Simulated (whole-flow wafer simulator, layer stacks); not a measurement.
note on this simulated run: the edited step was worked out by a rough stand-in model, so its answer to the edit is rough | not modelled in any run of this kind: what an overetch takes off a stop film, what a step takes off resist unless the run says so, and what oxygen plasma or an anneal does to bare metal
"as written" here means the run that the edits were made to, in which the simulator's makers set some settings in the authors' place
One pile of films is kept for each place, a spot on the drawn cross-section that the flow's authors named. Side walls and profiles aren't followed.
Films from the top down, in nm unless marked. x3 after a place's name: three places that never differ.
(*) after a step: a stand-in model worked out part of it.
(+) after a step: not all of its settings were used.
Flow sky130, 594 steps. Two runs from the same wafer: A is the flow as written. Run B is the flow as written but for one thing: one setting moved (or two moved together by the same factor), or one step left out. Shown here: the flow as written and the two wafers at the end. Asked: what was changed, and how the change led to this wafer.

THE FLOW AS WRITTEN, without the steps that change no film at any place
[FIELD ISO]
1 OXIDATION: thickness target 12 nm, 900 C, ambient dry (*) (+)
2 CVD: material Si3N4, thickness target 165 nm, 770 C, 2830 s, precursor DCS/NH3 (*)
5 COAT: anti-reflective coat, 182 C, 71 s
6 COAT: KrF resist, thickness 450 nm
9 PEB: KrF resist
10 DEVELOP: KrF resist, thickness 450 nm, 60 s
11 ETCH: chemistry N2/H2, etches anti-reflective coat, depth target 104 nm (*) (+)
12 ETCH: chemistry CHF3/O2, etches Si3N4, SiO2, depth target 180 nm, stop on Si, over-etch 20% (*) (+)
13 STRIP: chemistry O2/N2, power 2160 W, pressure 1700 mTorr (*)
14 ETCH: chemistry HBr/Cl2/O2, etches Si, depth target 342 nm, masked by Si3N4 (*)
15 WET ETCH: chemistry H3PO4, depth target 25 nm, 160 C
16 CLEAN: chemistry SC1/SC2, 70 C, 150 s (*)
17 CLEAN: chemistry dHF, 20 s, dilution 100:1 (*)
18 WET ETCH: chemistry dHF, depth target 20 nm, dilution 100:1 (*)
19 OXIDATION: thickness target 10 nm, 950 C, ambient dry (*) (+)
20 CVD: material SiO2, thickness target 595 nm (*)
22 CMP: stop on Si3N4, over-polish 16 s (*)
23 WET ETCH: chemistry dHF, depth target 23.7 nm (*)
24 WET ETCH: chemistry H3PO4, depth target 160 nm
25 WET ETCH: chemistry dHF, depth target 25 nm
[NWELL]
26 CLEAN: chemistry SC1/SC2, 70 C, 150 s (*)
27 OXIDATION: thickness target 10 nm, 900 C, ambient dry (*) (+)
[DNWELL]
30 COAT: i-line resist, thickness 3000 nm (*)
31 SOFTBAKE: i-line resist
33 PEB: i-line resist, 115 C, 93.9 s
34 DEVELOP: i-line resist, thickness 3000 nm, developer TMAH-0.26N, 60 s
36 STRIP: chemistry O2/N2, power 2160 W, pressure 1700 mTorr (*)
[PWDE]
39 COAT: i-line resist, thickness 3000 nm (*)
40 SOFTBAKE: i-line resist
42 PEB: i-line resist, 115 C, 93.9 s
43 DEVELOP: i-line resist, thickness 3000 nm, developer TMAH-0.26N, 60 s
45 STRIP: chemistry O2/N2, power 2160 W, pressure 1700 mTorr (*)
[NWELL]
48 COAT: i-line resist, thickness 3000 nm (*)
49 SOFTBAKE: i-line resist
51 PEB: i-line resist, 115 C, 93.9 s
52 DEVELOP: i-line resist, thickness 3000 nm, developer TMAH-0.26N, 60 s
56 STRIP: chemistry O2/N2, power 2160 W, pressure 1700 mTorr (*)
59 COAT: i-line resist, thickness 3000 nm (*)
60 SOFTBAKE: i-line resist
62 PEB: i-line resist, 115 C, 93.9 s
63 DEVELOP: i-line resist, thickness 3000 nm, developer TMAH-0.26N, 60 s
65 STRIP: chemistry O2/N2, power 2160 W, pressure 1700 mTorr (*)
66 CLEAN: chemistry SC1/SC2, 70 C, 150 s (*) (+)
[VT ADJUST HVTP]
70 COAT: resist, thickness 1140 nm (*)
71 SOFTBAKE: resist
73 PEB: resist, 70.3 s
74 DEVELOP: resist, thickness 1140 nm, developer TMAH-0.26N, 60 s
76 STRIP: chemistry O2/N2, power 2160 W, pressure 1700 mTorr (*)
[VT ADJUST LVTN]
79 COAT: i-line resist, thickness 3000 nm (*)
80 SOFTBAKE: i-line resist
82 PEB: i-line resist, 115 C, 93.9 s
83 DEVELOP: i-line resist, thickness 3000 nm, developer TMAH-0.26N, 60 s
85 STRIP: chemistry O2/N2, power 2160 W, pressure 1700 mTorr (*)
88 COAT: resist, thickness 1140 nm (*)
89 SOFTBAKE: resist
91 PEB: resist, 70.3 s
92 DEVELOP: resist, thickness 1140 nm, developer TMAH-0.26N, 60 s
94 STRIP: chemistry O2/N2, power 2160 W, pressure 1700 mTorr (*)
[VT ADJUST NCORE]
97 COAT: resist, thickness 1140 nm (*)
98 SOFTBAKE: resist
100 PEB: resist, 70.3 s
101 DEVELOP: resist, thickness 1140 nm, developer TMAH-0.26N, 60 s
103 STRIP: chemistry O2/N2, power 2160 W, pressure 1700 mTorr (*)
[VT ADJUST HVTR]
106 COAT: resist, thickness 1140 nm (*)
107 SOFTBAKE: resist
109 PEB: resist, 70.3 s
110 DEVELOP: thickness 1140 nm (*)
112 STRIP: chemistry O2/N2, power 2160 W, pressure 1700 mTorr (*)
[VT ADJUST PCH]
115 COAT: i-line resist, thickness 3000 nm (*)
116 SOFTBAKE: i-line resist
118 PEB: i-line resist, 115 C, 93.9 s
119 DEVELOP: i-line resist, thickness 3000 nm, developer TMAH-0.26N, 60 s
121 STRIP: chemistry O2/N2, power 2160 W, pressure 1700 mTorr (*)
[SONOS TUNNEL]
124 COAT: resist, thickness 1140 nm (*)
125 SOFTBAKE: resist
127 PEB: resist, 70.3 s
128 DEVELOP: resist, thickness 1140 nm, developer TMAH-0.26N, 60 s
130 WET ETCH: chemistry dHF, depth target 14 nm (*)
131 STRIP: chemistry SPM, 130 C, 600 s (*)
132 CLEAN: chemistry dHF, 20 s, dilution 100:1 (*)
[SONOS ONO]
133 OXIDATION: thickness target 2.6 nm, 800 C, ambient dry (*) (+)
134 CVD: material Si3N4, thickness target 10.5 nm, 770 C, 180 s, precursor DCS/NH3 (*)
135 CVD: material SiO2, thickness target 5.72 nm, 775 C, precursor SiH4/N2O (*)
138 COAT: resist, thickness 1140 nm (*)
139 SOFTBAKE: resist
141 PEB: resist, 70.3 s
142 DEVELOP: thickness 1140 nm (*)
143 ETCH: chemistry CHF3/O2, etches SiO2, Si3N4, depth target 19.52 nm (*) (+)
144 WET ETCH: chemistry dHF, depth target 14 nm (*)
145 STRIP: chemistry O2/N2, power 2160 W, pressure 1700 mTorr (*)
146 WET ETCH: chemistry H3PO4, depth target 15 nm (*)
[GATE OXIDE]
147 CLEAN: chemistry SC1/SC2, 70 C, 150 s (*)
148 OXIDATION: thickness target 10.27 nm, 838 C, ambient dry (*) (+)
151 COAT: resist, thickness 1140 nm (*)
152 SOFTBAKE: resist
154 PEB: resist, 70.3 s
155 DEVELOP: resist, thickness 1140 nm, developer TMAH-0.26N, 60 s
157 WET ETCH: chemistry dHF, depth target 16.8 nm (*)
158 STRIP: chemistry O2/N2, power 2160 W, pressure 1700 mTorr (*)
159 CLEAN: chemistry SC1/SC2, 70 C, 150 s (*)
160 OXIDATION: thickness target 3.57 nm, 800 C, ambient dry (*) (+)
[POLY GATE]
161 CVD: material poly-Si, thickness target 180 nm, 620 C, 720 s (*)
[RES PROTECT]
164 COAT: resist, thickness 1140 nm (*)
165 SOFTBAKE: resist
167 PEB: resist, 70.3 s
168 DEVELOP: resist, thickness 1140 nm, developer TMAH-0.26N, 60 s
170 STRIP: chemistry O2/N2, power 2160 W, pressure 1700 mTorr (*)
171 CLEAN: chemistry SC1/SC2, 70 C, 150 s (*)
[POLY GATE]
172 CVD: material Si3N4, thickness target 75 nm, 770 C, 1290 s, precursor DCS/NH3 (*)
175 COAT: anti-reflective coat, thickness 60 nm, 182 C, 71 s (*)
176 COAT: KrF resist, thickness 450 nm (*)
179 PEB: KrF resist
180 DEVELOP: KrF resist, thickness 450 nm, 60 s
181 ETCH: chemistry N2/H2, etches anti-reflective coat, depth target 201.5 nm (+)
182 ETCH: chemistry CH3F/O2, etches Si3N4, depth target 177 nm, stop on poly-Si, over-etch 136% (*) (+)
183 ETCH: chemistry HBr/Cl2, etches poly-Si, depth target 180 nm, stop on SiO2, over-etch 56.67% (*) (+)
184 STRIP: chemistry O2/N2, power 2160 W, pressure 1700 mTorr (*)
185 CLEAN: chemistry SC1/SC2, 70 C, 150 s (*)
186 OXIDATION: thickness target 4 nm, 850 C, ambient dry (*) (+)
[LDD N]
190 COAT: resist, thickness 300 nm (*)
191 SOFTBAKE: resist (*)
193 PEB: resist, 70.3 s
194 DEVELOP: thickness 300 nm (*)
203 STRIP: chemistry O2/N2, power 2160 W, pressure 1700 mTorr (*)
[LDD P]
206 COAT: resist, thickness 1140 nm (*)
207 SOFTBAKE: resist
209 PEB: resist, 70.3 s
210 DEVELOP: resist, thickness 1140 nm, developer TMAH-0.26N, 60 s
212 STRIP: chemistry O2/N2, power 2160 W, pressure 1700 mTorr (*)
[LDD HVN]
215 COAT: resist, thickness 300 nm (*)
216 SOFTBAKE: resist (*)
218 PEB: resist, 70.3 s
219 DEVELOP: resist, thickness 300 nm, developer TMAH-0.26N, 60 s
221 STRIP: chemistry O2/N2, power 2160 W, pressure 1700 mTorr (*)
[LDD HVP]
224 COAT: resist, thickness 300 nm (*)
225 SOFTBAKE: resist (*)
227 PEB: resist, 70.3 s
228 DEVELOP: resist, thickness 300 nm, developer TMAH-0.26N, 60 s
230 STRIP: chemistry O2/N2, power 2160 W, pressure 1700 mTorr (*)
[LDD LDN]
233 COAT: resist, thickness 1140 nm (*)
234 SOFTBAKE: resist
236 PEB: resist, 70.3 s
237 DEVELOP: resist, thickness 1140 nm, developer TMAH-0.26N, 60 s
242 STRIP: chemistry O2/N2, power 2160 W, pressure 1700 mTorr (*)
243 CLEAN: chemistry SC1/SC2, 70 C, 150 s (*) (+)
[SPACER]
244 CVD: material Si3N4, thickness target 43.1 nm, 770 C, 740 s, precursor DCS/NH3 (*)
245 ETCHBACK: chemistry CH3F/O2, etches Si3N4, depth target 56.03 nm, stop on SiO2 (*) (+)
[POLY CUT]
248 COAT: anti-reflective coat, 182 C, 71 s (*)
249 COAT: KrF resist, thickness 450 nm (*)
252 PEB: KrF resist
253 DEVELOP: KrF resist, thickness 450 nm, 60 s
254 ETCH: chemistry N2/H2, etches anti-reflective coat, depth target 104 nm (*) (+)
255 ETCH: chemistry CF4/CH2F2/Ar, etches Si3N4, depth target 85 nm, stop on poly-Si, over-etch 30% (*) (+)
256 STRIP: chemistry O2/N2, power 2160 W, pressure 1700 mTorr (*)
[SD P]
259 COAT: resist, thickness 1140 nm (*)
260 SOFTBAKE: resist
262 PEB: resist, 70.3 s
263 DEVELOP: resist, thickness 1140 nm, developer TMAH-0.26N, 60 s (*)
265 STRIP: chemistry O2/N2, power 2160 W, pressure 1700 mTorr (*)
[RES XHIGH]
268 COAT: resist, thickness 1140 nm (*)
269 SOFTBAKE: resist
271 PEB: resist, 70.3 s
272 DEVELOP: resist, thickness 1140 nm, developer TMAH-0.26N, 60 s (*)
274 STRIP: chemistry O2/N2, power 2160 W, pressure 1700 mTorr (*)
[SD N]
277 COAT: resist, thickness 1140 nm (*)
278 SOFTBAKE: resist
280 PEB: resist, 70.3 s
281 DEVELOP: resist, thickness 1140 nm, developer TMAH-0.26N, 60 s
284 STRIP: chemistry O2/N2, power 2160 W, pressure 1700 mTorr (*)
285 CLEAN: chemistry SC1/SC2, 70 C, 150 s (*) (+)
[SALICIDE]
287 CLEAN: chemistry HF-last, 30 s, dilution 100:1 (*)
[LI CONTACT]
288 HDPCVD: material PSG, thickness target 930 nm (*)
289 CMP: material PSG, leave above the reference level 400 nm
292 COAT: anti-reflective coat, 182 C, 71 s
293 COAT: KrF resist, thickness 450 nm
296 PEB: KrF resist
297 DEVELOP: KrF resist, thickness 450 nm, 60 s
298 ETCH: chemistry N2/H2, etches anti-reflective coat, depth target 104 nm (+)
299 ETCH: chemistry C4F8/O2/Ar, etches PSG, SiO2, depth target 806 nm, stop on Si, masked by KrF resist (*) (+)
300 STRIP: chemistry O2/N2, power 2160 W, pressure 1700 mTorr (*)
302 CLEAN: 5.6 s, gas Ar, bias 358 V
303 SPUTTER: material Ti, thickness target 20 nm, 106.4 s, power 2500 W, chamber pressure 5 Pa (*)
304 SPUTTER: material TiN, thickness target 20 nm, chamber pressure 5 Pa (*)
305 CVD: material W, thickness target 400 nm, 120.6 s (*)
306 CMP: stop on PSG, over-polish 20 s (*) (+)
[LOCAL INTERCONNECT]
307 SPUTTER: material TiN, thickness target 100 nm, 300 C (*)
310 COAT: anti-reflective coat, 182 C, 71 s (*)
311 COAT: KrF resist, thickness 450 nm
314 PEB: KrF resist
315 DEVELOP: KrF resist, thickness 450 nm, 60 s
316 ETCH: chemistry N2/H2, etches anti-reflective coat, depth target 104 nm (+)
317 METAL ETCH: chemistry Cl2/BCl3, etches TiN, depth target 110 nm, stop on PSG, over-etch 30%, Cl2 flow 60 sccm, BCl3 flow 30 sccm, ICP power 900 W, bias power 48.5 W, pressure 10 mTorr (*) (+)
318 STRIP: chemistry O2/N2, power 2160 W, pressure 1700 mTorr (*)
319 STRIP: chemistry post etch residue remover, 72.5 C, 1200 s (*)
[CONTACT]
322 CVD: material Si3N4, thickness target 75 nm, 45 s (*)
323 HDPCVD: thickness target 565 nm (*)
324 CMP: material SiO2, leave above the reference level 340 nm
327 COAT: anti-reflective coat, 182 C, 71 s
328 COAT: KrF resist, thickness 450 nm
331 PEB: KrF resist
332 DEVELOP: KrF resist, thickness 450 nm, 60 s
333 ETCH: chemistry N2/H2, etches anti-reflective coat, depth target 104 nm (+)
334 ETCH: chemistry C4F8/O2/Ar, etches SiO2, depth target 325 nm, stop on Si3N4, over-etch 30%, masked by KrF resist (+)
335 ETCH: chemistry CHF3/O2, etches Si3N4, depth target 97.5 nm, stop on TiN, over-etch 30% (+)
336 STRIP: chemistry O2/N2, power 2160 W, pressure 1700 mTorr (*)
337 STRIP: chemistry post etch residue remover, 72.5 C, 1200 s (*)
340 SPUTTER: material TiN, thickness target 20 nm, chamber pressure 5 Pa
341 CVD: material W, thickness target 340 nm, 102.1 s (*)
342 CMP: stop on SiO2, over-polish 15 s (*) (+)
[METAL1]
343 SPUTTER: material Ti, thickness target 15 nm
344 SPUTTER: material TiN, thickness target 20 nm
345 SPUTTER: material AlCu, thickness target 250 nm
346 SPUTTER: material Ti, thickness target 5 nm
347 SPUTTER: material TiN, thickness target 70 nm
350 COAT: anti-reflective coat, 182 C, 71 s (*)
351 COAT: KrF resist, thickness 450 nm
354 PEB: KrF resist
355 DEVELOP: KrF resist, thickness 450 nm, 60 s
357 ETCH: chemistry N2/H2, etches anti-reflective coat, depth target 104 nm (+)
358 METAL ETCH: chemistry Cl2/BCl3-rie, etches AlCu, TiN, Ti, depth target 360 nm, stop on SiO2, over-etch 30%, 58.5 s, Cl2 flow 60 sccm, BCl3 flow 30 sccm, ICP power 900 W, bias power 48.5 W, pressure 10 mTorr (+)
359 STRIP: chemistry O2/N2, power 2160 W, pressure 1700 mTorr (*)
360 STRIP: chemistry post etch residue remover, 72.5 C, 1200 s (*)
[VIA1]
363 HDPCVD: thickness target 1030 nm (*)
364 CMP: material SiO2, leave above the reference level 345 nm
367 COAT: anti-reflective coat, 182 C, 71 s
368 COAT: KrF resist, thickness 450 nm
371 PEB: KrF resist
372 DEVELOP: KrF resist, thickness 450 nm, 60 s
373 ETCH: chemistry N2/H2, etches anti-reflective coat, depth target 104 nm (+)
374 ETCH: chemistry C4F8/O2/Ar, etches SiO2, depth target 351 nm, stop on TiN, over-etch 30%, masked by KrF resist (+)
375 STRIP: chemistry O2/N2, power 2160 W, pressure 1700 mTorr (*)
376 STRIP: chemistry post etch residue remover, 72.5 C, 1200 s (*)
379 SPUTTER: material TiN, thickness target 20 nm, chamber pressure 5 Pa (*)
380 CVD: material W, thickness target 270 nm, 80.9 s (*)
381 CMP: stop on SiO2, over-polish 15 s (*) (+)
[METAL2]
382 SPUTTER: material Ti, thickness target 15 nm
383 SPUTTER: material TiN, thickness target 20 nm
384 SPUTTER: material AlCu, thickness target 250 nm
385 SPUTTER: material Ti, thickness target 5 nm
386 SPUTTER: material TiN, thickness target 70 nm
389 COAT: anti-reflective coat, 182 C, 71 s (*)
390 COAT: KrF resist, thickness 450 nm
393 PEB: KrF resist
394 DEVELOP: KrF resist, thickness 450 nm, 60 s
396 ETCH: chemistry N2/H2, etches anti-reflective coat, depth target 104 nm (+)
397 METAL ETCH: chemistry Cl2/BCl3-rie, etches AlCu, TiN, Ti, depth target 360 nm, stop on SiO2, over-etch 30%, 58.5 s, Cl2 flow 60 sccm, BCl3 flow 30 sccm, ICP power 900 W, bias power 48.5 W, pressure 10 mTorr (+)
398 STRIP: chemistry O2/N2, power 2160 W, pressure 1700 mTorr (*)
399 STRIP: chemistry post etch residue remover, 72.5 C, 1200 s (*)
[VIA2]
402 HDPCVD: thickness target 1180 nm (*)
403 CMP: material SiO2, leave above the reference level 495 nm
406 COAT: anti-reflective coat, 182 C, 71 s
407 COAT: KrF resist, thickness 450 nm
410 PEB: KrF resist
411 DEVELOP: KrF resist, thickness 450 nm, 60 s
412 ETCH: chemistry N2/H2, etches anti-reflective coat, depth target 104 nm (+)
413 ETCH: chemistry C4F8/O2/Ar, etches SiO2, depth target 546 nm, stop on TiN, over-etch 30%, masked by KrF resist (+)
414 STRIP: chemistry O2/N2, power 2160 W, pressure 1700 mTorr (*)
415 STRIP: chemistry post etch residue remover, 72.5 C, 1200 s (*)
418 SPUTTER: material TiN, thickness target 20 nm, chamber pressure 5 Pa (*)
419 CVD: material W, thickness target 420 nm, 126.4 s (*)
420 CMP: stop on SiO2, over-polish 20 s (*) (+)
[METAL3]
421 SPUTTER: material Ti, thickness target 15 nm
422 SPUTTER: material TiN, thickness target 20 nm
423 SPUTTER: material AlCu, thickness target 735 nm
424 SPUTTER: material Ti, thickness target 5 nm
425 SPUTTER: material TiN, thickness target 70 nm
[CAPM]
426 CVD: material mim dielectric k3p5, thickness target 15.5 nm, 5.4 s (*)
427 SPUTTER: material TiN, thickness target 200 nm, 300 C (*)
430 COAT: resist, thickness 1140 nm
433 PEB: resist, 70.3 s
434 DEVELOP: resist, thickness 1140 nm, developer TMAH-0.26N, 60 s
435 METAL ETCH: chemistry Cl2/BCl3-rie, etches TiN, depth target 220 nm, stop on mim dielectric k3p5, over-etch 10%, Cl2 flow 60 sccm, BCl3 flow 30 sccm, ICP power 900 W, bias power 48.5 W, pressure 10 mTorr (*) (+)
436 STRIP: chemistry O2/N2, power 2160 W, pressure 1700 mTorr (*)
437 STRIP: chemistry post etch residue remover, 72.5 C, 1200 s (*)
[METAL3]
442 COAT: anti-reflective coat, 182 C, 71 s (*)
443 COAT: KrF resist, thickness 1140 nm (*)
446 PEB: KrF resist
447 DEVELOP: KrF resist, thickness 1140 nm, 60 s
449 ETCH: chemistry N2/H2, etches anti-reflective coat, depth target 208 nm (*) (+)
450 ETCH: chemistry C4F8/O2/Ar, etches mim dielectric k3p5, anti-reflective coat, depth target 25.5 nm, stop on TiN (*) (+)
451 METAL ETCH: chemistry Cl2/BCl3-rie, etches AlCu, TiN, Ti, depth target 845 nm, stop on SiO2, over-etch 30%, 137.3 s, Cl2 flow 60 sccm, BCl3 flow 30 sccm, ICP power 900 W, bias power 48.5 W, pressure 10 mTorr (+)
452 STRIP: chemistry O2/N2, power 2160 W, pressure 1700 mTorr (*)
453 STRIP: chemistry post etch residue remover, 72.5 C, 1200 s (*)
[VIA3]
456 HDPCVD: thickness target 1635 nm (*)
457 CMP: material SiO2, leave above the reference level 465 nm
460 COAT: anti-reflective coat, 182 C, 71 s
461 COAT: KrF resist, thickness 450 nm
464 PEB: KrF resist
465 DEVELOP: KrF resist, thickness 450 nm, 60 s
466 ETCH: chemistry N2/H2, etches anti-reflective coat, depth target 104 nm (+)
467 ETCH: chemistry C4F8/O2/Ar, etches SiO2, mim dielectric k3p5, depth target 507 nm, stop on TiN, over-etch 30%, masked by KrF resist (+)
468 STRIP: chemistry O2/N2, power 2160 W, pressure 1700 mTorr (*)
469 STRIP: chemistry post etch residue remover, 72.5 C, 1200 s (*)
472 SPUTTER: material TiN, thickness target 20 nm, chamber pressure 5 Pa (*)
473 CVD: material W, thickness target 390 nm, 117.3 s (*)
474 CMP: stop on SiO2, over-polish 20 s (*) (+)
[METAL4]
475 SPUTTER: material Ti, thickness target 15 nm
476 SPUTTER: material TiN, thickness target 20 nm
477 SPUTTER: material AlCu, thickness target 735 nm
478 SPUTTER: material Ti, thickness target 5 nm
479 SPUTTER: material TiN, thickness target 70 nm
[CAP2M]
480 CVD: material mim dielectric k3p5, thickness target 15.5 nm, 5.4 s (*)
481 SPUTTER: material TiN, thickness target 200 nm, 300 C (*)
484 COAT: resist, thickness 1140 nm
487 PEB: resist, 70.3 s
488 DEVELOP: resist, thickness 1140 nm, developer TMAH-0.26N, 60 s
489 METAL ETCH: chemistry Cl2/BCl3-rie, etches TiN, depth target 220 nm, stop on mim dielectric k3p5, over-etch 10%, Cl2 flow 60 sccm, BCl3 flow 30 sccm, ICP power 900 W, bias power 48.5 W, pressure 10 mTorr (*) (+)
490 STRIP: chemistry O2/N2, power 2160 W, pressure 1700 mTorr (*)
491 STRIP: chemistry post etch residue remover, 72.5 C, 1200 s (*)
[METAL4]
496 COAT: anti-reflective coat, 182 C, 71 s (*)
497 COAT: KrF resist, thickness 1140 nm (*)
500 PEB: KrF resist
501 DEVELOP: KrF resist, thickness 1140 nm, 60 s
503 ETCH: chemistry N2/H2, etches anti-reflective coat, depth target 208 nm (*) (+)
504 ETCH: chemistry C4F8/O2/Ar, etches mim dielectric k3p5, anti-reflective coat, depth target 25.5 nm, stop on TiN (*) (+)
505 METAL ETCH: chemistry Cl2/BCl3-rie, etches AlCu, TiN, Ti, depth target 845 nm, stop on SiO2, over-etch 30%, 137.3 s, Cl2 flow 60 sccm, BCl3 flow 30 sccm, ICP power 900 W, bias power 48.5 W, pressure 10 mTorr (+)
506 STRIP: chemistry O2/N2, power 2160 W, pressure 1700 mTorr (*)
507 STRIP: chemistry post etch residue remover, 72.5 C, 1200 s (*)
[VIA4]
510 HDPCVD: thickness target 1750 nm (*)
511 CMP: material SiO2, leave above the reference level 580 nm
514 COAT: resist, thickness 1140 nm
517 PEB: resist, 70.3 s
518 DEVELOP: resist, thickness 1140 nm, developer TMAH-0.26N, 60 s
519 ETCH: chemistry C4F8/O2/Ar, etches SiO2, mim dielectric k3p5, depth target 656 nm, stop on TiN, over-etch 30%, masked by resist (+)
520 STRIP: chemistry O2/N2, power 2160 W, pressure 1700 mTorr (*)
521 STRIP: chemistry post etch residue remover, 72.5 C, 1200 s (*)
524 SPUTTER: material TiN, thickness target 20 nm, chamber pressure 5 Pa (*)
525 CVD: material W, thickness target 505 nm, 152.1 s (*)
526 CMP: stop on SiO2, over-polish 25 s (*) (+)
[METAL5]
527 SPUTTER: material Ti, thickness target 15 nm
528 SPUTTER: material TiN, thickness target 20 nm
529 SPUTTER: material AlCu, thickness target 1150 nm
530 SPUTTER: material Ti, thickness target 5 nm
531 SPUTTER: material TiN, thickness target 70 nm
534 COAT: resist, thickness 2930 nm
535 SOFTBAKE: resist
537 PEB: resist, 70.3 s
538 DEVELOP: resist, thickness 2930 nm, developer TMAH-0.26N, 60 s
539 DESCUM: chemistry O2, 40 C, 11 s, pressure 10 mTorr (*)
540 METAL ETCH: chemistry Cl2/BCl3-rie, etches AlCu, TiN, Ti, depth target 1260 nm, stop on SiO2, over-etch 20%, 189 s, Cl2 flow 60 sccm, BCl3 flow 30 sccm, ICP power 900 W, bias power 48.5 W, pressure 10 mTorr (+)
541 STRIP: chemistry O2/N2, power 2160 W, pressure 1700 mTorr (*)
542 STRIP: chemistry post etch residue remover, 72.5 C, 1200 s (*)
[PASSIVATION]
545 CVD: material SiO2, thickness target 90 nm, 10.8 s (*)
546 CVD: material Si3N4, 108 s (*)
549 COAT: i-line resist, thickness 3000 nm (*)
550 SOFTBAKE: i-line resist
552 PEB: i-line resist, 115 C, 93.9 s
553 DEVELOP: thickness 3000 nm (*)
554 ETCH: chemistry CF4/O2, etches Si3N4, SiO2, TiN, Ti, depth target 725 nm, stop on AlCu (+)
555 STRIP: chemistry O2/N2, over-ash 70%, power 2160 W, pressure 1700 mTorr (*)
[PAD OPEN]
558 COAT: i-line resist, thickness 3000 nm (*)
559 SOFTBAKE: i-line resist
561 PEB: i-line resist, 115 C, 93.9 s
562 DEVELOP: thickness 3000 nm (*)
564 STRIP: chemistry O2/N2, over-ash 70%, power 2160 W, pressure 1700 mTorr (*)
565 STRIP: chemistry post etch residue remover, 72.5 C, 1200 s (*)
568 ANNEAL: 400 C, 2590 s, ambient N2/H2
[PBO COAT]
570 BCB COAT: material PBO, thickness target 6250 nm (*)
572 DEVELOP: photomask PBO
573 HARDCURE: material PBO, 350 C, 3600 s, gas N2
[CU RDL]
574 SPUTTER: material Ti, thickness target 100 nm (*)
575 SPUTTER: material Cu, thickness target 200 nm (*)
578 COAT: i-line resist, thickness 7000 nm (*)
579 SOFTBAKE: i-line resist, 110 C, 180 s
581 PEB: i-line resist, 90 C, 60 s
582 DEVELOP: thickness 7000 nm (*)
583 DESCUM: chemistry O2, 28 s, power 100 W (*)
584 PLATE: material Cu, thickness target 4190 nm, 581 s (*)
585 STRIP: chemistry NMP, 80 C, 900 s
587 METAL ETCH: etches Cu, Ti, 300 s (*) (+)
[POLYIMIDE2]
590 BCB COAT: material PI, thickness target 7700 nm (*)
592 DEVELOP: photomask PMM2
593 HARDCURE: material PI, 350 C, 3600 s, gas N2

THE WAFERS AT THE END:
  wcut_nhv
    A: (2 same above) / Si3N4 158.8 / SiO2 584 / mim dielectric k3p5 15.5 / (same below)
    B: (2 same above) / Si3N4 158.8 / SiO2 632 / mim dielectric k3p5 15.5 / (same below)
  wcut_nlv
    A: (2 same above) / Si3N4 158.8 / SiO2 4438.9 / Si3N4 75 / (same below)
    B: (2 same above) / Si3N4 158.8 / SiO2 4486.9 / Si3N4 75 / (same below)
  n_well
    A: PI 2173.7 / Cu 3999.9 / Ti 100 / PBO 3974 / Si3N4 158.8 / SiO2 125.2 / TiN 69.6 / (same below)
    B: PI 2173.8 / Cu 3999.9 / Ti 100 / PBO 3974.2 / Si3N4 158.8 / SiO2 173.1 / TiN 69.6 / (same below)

The cause: step 545, CVD: thickness target 125 nm was run, where the flow has thickness target 90 nm; step 545, CVD: 15 s was run, where the flow has 10.8 s.

How the change led to this, step by step:
  545 CVD: material SiO2, thickness target 90 nm, 10.8 s (*)
      field, active, gate and 175 more: A SiO2 +125.2 | B SiO2 +173.1
      n_well, p_well, sd_n and 12 more: A SiO2 +125.2 (new film) | B SiO2 +173.1 (new film)
  550 SOFTBAKE: i-line resist
      gate_p_lvt, iso_guard_hv_nw: A i-line resist +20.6 | B i-line resist +21.9
      active: A i-line resist +12 | B i-line resist +13
      (and at 56 more places)
  554 ETCH: chemistry CF4/O2, etches Si3N4, SiO2, TiN, Ti, depth target 725 nm, stop on AlCu (+)
      field, active, n_well and 189 more: A i-line resist -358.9 | B i-line resist -406.9
      pad: A Si3N4 -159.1 (all of it), SiO2 -125.2 (all of it), TiN -69.6 (all of it), Ti -5 (all of it) | B Si3N4 -159.1 (all of it), SiO2 -173.1 (all of it), TiN -69.6 (all of it), Ti -5 (all of it)
  555 STRIP: chemistry O2/N2, over-ash 70%, power 2160 W, pressure 1700 mTorr (*)
      n_well, p_well, sd_n, sd_p: A i-line resist -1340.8 (all of it) | B i-line resist -1292.9 (all of it)
      m1: A i-line resist -1364.1 (all of it) | B i-line resist -1317.9 (all of it)
      (and at 8 more places)
  558 COAT: i-line resist, thickness 3000 nm (*)
      pad: A i-line resist +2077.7 (new film) | B i-line resist +2125.9 (new film)
  559 SOFTBAKE: i-line resist
      gate_p_lvt, iso_guard_hv_nw: A i-line resist +20.6 | B i-line resist +21.9
      field: A i-line resist +12.5 | B i-line resist +13.5
      (and at 63 more places)
  561 PEB: i-line resist, 115 C, 93.9 s
      pad: A i-line resist -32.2 | B i-line resist -33
  562 DEVELOP: thickness 3000 nm (*)
      pad: A i-line resist -2045.5 (all of it) | B i-line resist -2092.9 (all of it)
  578 COAT: i-line resist, thickness 7000 nm (*)
      pad: A i-line resist +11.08 um (new film) | B i-line resist +11.13 um (new film)
  579 SOFTBAKE: i-line resist, 110 C, 180 s
      ndiff_licon_rim, ndiff_licon: A i-line resist -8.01 | B i-line resist -8.7
      rpo_hd_licon, mim2: A i-line resist -14.9 | B i-line resist -15.6
      (and at 25 more places)
  582 DEVELOP: thickness 7000 nm (*)
      pad: A i-line resist -11.08 um (all of it) | B i-line resist -11.13 um (all of it)
